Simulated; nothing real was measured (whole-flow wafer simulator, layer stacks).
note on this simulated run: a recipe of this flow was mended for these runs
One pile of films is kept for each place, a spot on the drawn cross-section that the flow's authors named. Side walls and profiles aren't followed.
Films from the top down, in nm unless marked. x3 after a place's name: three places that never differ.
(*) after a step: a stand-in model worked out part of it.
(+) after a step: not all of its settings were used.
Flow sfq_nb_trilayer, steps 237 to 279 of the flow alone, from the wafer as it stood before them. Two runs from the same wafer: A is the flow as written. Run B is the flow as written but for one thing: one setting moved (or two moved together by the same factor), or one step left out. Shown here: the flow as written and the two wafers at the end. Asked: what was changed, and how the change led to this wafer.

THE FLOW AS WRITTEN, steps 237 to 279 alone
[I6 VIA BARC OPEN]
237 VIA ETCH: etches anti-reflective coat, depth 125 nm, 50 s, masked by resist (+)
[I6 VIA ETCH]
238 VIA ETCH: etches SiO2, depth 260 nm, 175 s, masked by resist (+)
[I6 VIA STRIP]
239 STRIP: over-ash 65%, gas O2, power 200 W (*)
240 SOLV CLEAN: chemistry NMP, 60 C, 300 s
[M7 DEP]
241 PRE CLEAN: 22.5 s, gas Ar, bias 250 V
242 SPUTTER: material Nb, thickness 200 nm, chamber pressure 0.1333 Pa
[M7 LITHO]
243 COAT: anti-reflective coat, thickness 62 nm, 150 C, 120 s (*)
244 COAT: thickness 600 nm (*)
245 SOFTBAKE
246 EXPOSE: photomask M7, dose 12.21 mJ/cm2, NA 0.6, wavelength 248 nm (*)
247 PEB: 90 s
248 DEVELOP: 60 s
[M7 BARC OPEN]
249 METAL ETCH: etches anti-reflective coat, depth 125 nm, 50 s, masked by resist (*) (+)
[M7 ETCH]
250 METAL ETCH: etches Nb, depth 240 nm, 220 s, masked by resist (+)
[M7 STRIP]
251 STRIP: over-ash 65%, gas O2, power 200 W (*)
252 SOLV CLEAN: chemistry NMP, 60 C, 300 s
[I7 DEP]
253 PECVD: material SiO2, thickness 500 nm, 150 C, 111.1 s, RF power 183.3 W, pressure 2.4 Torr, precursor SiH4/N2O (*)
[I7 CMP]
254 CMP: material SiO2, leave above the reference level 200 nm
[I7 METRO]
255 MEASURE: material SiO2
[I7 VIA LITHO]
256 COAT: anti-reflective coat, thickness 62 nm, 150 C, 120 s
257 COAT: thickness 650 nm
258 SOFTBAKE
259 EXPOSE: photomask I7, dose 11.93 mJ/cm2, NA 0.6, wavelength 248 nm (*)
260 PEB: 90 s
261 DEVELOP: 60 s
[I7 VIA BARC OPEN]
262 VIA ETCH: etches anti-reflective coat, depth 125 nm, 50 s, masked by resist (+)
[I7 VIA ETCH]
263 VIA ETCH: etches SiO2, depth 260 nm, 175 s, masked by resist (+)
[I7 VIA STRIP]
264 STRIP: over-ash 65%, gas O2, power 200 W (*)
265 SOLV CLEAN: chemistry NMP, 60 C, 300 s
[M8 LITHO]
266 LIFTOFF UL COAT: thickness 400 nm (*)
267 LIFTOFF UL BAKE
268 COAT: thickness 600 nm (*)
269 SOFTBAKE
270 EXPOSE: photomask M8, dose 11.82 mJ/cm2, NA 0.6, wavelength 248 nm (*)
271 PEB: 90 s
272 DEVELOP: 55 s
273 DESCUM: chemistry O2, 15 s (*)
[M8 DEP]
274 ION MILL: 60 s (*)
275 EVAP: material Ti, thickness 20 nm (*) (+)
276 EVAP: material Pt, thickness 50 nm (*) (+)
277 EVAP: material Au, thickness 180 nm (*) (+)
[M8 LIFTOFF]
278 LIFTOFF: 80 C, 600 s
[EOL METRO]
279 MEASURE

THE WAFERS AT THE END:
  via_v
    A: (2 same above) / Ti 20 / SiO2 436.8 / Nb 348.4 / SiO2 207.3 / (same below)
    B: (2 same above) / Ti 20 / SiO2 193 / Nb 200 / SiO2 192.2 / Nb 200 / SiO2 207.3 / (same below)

The cause: step 238, VIA ETCH: etches SiO2, depth 260 nm, 175 s, masked by resist (+), was left out.

How the change led to this, step by step:
  239 STRIP: over-ash 65%, gas O2, power 200 W (*)
      field_l, v_sur, via_wl and 102 more: A KrF-resist-other-grade -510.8 (all of it), anti-reflective coat -62 (all of it) | B KrF-resist-other-grade -555.7 (all of it), anti-reflective coat -62 (all of it)
  241 PRE CLEAN: 22.5 s, gas Ar, bias 250 V
      via_v: A Nb -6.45 | B SiO2 -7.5
  242 SPUTTER: material Nb, thickness 200 nm, chamber pressure 0.1333 Pa
      via_v: A Nb +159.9 | B Nb +200 (new film)
  243 COAT: anti-reflective coat, thickness 62 nm, 150 C, 120 s (*)
      v_sur: A anti-reflective coat +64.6 (new film) | B anti-reflective coat +62 (new film)
      via_wl: A anti-reflective coat +67.5 (new film) | B anti-reflective coat +62 (new film)
      (and at 8 more places)
  244 COAT: thickness 600 nm (*)
      via_w: A KrF-resist-other-grade +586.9 (new film) | B KrF-resist-other-grade +600 (new film)
      via_wr: A KrF-resist-other-grade +583.7 (new film) | B KrF-resist-other-grade +600 (new film)
      (and at 2 more places)
  251 STRIP: over-ash 65%, gas O2, power 200 W (*)
      v_sur: A KrF-resist-other-grade -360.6 (all of it), anti-reflective coat -64.6 (all of it) | B KrF-resist-other-grade -364.6 (all of it), anti-reflective coat -62 (all of it)
      via_wl: A KrF-resist-other-grade -357.5 (all of it), anti-reflective coat -67.5 (all of it) | B KrF-resist-other-grade -364.6 (all of it), anti-reflective coat -62 (all of it)
      (and at 8 more places)
  253 PECVD: material SiO2, thickness 500 nm, 150 C, 111.1 s, RF power 183.3 W, pressure 2.4 Torr, precursor SiH4/N2O (*)
      via_v: A SiO2 +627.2 (new film) | B SiO2 +500 (new film)
  254 CMP: material SiO2, leave above the reference level 200 nm
      via_v: A SiO2 -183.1 | B SiO2 -299.7
Counting metal films that touch as one body, via_v has 7 bodies (between them, from the top down: SiO2 193; SiO2 192.2; SiO2 207.3 / Al2O3 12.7 / Nb2O5 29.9; SiO2 432; SiO2 423.7; SiO2 192.5); the flow as written gives 6 bodies (between them, from the top down: SiO2 436.8; SiO2 207.3 / Al2O3 12.7 / Nb2O5 29.9; SiO2 432; SiO2 423.7; SiO2 192.5).
